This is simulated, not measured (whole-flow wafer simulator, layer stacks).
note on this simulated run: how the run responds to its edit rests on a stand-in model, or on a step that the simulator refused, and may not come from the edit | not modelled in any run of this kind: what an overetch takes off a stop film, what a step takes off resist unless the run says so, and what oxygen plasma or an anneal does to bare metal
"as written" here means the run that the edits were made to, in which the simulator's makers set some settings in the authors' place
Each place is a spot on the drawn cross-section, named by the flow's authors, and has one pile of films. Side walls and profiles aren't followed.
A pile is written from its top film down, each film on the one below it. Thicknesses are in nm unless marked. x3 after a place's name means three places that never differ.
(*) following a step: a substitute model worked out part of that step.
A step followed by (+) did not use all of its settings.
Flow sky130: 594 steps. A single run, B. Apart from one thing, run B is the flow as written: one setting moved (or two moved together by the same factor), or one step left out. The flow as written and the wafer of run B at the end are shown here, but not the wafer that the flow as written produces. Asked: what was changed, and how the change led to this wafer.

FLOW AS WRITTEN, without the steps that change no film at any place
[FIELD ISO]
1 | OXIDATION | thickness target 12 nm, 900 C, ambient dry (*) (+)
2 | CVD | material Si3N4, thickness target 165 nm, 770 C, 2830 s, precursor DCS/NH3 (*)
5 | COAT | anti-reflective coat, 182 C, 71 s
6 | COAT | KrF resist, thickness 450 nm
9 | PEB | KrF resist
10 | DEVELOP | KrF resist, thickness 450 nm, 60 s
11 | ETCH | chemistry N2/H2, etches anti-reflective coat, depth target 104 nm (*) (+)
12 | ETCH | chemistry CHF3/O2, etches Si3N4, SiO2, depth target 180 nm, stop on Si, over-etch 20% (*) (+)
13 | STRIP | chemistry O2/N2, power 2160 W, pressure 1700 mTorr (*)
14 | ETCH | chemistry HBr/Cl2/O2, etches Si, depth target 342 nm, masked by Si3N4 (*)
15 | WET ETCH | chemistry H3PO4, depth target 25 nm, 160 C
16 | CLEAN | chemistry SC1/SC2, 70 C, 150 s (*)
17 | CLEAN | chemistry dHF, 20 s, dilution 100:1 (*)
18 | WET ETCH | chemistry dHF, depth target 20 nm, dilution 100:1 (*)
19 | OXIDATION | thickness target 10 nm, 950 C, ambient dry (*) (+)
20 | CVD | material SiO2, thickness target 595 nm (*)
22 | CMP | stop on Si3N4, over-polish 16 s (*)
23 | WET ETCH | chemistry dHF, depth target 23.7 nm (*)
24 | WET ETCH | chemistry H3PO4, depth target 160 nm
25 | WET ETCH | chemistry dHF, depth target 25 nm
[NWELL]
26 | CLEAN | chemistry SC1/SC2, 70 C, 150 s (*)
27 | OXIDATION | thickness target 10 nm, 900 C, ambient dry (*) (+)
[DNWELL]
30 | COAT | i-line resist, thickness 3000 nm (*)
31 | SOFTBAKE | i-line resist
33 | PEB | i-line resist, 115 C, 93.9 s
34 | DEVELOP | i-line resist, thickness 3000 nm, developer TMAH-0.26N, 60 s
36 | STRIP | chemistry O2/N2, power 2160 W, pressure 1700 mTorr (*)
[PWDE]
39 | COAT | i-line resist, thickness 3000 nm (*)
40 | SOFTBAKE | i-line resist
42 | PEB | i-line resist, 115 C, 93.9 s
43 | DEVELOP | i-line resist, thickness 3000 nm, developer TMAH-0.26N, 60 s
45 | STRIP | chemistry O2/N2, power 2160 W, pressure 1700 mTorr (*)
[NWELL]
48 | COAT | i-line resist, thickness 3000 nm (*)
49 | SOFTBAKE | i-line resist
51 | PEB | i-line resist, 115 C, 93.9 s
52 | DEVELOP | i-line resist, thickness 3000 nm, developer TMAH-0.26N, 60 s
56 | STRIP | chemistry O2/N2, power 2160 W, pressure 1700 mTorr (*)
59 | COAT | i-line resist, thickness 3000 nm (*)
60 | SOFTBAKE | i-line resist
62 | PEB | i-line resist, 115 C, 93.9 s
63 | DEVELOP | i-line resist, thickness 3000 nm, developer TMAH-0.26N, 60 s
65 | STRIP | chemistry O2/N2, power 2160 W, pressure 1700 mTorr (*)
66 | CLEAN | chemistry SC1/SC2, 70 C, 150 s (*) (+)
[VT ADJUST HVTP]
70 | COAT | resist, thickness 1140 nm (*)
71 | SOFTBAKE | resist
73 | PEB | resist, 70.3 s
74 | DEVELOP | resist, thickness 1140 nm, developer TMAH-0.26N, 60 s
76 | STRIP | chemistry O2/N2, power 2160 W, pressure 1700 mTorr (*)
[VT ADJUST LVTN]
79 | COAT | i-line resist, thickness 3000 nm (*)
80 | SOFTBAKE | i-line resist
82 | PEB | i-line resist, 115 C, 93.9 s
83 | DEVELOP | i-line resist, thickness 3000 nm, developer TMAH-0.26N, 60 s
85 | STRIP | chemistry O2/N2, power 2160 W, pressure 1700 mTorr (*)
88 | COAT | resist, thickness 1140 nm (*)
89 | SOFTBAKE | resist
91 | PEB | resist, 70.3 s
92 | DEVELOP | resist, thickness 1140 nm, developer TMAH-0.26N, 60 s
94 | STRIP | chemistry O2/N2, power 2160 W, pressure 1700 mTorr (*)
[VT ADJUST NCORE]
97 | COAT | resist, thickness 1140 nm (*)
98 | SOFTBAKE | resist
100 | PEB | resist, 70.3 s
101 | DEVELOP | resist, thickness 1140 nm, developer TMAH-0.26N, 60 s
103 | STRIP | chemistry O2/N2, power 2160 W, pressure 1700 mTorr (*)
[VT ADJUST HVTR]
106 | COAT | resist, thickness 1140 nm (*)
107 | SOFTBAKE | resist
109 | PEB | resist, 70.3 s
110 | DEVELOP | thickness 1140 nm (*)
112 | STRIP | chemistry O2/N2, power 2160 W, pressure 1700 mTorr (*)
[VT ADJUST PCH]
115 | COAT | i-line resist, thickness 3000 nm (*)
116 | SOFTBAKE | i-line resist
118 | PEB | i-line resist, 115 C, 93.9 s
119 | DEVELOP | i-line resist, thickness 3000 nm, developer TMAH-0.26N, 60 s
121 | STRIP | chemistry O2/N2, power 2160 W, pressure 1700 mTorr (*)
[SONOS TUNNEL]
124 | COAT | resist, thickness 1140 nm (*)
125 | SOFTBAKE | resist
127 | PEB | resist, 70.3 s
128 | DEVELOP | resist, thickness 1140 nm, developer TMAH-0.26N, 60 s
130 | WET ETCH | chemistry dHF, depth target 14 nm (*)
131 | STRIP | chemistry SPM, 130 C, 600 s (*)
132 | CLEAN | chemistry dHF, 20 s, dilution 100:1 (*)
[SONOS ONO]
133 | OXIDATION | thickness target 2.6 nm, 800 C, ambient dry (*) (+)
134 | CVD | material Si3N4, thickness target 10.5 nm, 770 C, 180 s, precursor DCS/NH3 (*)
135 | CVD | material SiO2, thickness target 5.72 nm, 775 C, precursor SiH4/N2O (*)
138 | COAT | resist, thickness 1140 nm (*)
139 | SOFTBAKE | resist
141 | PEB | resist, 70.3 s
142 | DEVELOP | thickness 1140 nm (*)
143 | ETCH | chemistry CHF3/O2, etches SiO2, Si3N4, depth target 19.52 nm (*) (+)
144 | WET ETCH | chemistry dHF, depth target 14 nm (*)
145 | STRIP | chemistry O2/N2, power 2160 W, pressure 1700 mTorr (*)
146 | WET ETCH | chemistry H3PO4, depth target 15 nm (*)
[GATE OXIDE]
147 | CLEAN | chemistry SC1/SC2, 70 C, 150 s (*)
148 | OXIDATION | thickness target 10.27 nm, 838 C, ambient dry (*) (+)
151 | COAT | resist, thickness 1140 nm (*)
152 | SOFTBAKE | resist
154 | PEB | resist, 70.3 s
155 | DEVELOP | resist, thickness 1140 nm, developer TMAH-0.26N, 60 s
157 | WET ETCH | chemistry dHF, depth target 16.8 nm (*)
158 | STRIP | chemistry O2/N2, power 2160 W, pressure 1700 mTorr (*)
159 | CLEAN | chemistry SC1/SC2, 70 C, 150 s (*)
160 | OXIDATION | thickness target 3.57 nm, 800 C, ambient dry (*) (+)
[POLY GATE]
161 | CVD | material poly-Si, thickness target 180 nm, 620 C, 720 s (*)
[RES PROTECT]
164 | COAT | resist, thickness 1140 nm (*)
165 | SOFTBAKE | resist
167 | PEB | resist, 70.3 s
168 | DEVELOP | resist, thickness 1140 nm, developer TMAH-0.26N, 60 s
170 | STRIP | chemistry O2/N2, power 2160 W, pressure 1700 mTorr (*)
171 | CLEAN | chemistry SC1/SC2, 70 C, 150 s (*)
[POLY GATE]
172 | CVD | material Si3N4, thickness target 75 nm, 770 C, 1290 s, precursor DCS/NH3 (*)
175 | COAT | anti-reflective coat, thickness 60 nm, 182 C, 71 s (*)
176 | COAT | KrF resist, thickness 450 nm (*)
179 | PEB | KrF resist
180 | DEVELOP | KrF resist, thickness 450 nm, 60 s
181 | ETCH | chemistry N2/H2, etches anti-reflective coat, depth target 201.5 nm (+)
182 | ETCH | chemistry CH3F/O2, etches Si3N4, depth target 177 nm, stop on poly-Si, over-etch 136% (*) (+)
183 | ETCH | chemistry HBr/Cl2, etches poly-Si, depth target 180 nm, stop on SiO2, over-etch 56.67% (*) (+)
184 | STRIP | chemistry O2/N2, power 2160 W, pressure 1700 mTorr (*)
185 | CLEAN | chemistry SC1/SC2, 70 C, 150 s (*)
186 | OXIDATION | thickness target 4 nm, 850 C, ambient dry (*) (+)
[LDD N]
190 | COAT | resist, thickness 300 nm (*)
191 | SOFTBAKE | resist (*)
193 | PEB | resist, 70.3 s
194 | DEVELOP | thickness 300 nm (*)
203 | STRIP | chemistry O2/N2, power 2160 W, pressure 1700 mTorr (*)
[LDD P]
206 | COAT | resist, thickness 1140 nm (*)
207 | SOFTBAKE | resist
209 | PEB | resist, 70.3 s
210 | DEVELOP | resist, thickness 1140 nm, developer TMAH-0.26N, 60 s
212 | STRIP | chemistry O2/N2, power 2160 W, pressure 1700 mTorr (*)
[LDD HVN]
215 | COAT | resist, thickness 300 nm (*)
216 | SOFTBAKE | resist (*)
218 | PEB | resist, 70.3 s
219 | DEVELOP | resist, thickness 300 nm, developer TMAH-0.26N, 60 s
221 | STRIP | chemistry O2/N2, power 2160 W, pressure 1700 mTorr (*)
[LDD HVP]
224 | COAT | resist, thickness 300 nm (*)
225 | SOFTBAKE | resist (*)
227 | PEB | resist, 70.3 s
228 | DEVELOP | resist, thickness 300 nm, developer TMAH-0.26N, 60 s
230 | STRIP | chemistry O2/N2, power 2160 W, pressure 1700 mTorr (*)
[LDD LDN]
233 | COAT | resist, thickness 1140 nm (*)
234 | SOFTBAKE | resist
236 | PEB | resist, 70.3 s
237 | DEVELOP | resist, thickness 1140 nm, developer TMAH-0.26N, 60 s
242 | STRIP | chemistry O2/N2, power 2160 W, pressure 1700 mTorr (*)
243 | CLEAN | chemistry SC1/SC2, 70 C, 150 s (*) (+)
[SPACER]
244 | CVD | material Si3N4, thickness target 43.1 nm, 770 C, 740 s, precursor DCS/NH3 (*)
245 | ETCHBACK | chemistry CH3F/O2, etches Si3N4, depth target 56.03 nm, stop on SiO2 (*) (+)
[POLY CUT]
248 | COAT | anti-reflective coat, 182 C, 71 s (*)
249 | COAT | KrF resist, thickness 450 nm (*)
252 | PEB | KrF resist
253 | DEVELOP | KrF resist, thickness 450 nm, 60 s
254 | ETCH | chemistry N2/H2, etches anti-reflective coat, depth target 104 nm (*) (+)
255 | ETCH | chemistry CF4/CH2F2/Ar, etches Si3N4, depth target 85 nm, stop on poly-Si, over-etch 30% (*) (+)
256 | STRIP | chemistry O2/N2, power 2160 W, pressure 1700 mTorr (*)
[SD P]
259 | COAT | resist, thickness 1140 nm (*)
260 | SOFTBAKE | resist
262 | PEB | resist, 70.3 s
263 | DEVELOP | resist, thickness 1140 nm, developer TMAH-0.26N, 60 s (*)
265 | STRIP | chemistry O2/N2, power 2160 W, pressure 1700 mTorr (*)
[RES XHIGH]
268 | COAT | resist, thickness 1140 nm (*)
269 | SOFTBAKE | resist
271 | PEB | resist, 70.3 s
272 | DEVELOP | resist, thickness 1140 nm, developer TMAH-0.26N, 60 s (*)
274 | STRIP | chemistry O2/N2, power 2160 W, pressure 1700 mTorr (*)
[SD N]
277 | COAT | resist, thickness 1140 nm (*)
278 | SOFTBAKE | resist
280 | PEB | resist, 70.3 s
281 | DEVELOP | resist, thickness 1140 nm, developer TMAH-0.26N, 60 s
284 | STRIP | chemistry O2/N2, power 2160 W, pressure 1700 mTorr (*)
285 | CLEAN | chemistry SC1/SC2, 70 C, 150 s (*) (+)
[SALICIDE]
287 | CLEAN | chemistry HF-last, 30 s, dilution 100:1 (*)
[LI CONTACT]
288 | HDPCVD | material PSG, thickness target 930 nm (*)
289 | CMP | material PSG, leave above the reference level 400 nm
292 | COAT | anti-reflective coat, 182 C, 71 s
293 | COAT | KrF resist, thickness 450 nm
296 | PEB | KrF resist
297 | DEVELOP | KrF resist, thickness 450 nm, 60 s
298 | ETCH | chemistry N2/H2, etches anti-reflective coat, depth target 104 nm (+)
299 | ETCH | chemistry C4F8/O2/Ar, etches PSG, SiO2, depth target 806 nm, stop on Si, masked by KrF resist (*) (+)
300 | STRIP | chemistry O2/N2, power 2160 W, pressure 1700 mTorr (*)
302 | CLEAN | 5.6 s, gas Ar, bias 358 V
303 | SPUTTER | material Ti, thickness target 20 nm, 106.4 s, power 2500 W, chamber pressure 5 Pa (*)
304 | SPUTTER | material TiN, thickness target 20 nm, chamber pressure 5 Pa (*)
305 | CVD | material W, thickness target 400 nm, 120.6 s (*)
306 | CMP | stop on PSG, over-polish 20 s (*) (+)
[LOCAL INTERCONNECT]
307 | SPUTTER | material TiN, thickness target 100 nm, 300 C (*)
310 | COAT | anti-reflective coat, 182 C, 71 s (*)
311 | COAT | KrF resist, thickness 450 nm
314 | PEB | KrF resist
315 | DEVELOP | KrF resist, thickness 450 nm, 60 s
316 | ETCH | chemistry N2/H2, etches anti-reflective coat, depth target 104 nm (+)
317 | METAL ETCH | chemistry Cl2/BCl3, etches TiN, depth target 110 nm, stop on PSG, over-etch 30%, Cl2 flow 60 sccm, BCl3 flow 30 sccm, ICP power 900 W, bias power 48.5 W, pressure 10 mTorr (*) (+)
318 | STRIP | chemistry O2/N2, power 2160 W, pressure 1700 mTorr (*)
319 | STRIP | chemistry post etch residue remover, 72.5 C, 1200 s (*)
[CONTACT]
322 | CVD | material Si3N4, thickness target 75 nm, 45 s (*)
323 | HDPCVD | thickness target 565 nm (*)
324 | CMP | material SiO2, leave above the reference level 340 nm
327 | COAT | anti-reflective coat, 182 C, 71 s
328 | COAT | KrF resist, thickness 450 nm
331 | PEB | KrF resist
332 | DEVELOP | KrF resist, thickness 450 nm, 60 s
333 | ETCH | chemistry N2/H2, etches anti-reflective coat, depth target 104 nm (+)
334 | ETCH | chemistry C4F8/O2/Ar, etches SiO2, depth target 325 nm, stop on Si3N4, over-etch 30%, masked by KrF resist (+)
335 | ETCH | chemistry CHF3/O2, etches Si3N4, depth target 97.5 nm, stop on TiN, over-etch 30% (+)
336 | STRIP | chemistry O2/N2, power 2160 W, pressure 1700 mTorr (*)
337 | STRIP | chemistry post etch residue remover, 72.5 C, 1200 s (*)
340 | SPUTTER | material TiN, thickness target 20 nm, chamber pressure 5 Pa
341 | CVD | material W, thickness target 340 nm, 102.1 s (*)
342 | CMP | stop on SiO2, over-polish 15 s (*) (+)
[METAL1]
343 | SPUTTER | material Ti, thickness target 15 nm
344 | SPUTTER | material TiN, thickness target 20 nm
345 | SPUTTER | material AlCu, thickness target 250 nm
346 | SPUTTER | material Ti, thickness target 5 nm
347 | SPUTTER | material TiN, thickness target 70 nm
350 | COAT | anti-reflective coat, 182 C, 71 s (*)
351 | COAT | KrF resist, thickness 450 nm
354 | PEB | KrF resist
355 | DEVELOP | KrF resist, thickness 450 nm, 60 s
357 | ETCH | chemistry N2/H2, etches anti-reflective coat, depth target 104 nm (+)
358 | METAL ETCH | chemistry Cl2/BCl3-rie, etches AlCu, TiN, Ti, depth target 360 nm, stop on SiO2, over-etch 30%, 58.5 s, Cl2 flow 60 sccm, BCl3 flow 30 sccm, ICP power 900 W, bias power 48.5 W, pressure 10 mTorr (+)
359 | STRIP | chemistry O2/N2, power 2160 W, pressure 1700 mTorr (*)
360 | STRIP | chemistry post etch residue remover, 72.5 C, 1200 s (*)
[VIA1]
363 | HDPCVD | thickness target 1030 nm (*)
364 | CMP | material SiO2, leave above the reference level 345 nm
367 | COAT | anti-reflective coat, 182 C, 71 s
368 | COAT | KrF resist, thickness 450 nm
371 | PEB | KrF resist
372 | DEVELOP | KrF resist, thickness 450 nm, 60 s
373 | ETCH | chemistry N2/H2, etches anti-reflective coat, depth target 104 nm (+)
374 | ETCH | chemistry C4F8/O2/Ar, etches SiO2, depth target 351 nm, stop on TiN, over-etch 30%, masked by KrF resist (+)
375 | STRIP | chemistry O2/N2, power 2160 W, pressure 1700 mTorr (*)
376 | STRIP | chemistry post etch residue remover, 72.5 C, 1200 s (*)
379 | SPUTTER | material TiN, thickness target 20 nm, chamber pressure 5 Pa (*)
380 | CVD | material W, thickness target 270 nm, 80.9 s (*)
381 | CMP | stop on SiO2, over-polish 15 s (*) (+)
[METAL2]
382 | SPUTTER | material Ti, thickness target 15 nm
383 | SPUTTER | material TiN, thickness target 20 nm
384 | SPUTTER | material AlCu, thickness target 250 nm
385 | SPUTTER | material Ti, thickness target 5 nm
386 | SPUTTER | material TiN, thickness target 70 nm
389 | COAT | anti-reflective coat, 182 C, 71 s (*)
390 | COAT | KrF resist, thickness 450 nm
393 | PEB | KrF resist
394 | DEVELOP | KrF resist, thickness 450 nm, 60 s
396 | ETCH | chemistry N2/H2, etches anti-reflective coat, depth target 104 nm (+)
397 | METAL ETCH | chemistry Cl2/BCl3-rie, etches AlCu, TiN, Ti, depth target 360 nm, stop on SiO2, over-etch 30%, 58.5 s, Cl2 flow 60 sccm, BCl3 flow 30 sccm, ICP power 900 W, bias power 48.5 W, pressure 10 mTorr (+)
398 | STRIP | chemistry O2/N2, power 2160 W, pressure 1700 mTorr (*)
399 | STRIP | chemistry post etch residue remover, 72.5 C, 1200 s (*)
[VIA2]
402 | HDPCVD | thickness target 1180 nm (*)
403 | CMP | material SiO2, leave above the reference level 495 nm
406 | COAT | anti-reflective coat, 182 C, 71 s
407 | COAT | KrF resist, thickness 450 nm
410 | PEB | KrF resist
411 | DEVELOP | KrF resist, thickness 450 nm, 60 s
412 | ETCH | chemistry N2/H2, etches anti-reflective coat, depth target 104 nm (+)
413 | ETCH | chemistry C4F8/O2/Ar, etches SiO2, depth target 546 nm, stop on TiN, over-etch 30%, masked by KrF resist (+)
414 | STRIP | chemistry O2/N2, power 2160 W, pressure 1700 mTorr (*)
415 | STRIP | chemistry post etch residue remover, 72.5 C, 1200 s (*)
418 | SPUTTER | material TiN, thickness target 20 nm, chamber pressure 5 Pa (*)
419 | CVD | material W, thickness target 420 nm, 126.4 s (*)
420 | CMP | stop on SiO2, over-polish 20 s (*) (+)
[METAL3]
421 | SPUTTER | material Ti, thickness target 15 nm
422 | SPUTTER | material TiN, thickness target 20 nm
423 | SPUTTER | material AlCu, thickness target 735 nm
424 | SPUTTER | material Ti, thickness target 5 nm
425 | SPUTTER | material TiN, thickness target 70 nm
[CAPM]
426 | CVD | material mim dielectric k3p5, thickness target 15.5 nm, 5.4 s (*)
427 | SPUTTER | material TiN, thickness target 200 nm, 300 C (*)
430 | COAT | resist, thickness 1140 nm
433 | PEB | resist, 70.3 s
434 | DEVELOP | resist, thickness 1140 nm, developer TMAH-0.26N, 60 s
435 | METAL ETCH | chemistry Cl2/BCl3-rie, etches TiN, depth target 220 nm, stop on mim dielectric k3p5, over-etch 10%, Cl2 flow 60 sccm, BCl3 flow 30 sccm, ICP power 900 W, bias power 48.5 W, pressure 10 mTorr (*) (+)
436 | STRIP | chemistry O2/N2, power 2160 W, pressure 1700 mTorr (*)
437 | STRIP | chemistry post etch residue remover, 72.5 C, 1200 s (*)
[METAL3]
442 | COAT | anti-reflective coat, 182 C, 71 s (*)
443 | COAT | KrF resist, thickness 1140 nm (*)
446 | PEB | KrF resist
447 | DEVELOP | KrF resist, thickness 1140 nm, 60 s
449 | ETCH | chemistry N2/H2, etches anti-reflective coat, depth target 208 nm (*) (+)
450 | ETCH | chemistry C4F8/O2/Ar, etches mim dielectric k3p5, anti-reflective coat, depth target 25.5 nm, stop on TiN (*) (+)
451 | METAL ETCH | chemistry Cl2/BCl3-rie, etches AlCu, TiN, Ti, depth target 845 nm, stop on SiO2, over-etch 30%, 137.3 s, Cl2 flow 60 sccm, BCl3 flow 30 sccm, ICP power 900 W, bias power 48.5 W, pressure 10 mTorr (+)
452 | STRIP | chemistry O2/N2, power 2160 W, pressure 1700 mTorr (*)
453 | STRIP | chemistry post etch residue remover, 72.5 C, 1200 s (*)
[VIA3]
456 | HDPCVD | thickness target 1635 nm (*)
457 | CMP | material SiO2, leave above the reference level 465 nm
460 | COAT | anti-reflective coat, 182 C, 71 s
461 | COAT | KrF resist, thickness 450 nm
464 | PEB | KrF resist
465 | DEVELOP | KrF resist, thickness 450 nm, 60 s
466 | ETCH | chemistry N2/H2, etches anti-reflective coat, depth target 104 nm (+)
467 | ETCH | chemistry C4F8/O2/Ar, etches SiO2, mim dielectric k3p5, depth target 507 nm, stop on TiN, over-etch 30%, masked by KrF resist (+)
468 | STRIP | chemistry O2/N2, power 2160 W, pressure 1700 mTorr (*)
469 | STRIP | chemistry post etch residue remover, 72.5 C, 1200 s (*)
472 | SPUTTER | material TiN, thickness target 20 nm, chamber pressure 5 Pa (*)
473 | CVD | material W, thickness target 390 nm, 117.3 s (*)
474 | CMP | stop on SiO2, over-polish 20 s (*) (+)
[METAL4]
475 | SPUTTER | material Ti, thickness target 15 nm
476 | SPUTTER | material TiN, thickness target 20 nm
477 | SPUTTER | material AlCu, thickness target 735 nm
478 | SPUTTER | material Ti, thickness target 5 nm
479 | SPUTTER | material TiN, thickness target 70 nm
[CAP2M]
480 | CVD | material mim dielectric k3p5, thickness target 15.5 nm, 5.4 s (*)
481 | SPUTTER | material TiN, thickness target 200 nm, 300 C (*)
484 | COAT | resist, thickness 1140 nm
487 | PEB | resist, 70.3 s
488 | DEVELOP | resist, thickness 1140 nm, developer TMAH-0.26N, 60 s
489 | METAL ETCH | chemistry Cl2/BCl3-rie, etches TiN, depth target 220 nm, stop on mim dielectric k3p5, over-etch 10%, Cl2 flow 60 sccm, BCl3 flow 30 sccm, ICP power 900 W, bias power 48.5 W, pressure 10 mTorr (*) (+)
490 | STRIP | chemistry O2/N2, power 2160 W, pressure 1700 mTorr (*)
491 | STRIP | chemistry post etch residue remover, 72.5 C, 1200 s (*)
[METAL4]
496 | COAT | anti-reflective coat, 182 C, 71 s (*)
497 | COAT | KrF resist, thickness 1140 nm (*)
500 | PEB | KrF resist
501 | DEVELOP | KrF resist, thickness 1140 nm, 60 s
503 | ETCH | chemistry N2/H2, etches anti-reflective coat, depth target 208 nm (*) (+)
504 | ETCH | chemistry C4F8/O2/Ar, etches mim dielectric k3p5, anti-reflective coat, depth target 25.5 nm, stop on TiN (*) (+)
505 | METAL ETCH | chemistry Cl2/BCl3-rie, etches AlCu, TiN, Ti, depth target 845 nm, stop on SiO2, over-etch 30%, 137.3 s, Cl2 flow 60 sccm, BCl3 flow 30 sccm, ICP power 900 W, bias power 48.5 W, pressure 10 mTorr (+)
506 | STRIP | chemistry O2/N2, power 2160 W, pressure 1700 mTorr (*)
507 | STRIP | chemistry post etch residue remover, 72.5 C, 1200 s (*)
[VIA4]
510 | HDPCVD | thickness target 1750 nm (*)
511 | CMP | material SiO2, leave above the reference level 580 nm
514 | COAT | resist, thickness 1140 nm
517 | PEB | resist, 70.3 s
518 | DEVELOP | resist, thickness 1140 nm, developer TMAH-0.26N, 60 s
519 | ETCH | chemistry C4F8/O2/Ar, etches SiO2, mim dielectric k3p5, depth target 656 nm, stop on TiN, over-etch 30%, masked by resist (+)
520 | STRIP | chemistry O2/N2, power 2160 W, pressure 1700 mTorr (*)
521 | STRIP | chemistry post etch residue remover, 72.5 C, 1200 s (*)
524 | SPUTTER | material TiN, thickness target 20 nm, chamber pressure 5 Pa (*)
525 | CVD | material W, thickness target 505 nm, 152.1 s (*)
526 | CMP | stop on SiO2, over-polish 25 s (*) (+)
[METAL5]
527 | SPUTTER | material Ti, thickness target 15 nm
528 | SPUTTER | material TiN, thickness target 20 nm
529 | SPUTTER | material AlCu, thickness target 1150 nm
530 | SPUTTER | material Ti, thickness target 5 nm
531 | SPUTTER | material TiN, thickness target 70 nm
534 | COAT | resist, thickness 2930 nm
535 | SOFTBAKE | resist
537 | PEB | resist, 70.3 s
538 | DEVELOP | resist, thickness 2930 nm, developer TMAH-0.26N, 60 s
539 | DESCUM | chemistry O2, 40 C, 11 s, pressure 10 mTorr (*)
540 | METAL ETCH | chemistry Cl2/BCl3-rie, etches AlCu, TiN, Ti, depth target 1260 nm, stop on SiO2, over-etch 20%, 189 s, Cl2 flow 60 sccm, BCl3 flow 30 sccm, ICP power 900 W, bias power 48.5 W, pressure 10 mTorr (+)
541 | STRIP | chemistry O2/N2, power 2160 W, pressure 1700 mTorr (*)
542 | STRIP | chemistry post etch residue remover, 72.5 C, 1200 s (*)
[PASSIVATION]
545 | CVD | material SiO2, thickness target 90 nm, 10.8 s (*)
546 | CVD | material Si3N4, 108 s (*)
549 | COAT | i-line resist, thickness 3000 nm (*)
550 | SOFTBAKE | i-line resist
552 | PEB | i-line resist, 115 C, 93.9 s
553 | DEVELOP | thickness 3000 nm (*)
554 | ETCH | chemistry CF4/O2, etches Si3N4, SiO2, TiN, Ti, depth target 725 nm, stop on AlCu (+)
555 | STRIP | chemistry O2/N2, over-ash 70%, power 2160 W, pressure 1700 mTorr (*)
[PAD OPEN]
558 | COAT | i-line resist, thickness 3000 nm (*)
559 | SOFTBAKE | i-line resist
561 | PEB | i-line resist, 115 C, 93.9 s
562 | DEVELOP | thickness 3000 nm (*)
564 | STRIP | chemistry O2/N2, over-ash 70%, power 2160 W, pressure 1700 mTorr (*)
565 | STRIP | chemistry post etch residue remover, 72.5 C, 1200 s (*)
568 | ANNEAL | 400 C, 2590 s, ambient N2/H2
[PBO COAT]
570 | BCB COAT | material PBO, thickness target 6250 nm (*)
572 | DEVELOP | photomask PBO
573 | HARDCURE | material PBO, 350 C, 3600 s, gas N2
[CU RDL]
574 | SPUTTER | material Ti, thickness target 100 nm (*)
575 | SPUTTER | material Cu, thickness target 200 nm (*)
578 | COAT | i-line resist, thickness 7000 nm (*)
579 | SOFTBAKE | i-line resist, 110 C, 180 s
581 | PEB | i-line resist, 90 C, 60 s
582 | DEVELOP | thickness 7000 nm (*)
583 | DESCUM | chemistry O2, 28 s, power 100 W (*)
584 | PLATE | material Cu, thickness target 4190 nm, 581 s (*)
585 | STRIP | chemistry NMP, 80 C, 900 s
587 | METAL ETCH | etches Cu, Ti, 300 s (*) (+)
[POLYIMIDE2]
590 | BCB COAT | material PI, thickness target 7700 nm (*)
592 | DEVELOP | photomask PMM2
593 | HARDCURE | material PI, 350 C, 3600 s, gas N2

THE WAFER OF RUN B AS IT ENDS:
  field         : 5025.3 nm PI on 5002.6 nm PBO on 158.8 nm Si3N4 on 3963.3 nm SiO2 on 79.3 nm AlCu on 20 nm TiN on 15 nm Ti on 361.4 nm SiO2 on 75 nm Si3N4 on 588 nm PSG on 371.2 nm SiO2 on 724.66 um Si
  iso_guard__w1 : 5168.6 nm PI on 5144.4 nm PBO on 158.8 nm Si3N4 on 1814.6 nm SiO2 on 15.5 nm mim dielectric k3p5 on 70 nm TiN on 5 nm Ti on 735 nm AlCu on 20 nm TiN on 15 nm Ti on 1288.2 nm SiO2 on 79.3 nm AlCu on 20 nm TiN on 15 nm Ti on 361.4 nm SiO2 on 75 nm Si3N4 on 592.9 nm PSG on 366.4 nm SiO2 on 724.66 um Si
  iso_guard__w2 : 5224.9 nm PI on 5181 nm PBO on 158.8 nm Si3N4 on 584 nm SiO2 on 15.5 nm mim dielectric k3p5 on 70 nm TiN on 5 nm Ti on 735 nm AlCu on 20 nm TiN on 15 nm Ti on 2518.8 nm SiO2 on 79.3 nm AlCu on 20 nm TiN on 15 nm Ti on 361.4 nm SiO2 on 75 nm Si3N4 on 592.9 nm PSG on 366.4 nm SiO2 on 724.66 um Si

Cause: step 358, METAL ETCH: depth target 183.6 nm was run, while the flow as written has depth target 360 nm; step 358, METAL ETCH: 29.8 s was run, where the flow has 58.5 s.

How this came from the change, step by step:
  358 | METAL ETCH | chemistry Cl2/BCl3-rie, etches AlCu, TiN, Ti, depth target 360 nm, stop on SiO2, over-etch 30%, 58.5 s, Cl2 flow 60 sccm, BCl3 flow 30 sccm, ICP power 900 W, bias power 48.5 W, pressure 10 mTorr (+)
      field, active, gate and 81 more: TiN loses 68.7 (all of it), Ti loses 5 (all of it), AlCu loses 165 (it would be, as written: TiN loses 68.7 (all of it), Ti loses 5 (all of it), AlCu loses 250 (all of it), TiN loses 20 (all of it), Ti loses 15 (all of it), SiO2 loses 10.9)
      n_well, p_well, gate_hv and 104 more: KrF resist loses 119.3 (it would be, as written: KrF resist loses 234)
  359 | STRIP | chemistry O2/N2, power 2160 W, pressure 1700 mTorr (*)
      n_well, p_well, gate_hv and 100 more: KrF resist loses 258.5 (all of it), anti-reflective coat loses 80 (all of it) (it would be, as written: KrF resist loses 143.8 (all of it), anti-reflective coat loses 80 (all of it))
      poly_licon, ndiff_licon, ndiff_licon_cpp, rpo_hd_licon: KrF resist loses 258.5 (all of it), anti-reflective coat loses 80.5 (all of it) (it would be, as written: KrF resist loses 143.9 (all of it), anti-reflective coat loses 80.5 (all of it))
  360 | STRIP | chemistry post etch residue remover, 72.5 C, 1200 s (*)
      field, active, gate and 81 more: AlCu loses 5.72 (it would be, as written: nothing)
  363 | HDPCVD | thickness target 1030 nm (*)
      field, active, gate and 81 more: SiO2 gains 1030 (new film) (it would be, as written: SiO2 gains 1030)
  364 | CMP | material SiO2, leave above the reference level 345 nm
      field, active, gate and 81 more: SiO2 loses 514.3 (it would be, as written: SiO2 loses 389.1)
Taking metal films that touch as one body, field has 1 body; the flow as written gives 0 bodies.
Taking metal films that touch as one body, iso_guard__w1 has 2 bodies (between them, from the top down: SiO2 1288.2); the flow as written gives 1 body.
Taking metal films that touch as one body, iso_guard__w2 has 2 bodies (between them, from the top down: SiO2 2518.8); the flow as written gives 1 body.
